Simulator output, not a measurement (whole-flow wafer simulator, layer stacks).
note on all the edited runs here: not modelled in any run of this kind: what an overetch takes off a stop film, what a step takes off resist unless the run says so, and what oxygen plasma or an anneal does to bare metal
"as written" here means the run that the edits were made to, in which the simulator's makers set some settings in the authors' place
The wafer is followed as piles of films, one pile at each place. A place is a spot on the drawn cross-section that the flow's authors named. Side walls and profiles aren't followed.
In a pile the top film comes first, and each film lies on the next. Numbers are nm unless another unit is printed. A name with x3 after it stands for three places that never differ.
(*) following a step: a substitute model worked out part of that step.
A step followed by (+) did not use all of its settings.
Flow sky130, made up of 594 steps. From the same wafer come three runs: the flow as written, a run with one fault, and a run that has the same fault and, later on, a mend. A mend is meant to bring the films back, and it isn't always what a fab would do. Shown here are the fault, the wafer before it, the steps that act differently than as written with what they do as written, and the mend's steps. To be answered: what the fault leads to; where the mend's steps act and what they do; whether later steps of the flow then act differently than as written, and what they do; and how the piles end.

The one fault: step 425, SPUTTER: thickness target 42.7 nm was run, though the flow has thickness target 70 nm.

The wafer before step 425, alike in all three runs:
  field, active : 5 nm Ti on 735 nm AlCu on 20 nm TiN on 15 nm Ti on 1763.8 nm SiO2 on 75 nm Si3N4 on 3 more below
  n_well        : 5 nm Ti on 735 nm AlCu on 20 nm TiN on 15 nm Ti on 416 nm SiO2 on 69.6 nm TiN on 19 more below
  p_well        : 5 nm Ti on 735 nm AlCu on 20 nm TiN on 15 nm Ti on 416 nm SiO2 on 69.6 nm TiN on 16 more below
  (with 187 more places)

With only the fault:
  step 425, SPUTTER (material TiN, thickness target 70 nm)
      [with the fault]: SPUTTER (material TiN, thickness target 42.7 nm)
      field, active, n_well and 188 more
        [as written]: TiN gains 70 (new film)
        [with the fault]: TiN gains 42.7 (new film)
  Later steps of the flow acting differently than as written (14 more steps, not shown, differ only slightly: by at most 2% or 0.5 nm, whichever is larger):
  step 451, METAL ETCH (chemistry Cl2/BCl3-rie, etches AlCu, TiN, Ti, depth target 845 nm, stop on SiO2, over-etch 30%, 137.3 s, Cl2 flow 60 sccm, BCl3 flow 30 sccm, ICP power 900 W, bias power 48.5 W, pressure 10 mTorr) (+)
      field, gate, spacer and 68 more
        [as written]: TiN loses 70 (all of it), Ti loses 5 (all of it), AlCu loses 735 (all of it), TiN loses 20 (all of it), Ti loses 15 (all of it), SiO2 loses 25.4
        [with the fault]: TiN loses 42.7 (all of it), Ti loses 5 (all of it), AlCu loses 735 (all of it), TiN loses 20 (all of it), Ti loses 15 (all of it), SiO2 loses 28.1
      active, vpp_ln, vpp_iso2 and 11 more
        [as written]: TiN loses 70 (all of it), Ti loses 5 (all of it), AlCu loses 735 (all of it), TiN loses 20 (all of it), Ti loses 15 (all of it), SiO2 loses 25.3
        [with the fault]: TiN loses 42.7 (all of it), Ti loses 5 (all of it), AlCu loses 735 (all of it), TiN loses 20 (all of it), Ti loses 15 (all of it), SiO2 loses 28.1
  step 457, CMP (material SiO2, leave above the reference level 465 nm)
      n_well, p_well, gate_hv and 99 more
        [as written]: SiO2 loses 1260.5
        [with the fault]: SiO2 loses 1233.2
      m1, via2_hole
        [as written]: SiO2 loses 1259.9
        [with the fault]: SiO2 loses 1232.6
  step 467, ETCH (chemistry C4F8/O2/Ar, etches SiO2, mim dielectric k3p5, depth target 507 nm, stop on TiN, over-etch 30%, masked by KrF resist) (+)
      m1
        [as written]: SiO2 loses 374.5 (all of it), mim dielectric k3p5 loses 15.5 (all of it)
        [with the fault]: SiO2 loses 401.8 (all of it), mim dielectric k3p5 loses 15.5 (all of it)
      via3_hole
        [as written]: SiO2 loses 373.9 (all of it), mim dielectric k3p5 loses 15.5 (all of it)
        [with the fault]: SiO2 loses 401.2 (all of it), mim dielectric k3p5 loses 15.5 (all of it)
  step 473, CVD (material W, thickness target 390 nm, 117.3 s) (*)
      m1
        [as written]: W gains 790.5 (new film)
        [with the fault]: W gains 818.1 (new film)
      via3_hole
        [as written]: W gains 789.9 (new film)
        [with the fault]: W gains 817.5 (new film)
  By the end, the piles at n_well, p_well, gate_hv and 104 more depart from the flow's by more than 2% or 0.5 nm, whichever is larger.
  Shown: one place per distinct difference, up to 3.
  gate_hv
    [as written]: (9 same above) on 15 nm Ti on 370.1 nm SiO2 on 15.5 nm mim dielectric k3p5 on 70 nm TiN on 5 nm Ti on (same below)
    [with the fault]: (9 same above) on 15 nm Ti on 397.4 nm SiO2 on 15.5 nm mim dielectric k3p5 on 42.7 nm TiN on 5 nm Ti on (same below)
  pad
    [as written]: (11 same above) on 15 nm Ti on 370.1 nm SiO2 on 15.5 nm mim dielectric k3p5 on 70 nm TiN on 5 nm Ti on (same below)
    [with the fault]: (11 same above) on 15 nm Ti on 397.4 nm SiO2 on 15.5 nm mim dielectric k3p5 on 42.7 nm TiN on 5 nm Ti on (same below)
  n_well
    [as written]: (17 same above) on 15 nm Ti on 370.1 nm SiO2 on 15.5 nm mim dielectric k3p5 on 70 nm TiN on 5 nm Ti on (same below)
    [with the fault]: (17 same above) on 15 nm Ti on 397.4 nm SiO2 on 15.5 nm mim dielectric k3p5 on 42.7 nm TiN on 5 nm Ti on (same below)

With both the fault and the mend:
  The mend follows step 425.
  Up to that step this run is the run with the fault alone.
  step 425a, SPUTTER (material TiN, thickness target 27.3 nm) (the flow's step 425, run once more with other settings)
      field, active, n_well and 188 more
        TiN gains 27.3
  Every later step of the flow that is run acts as written at every place that is followed.
  By the end, the piles equal the flow's at every place that both follow.
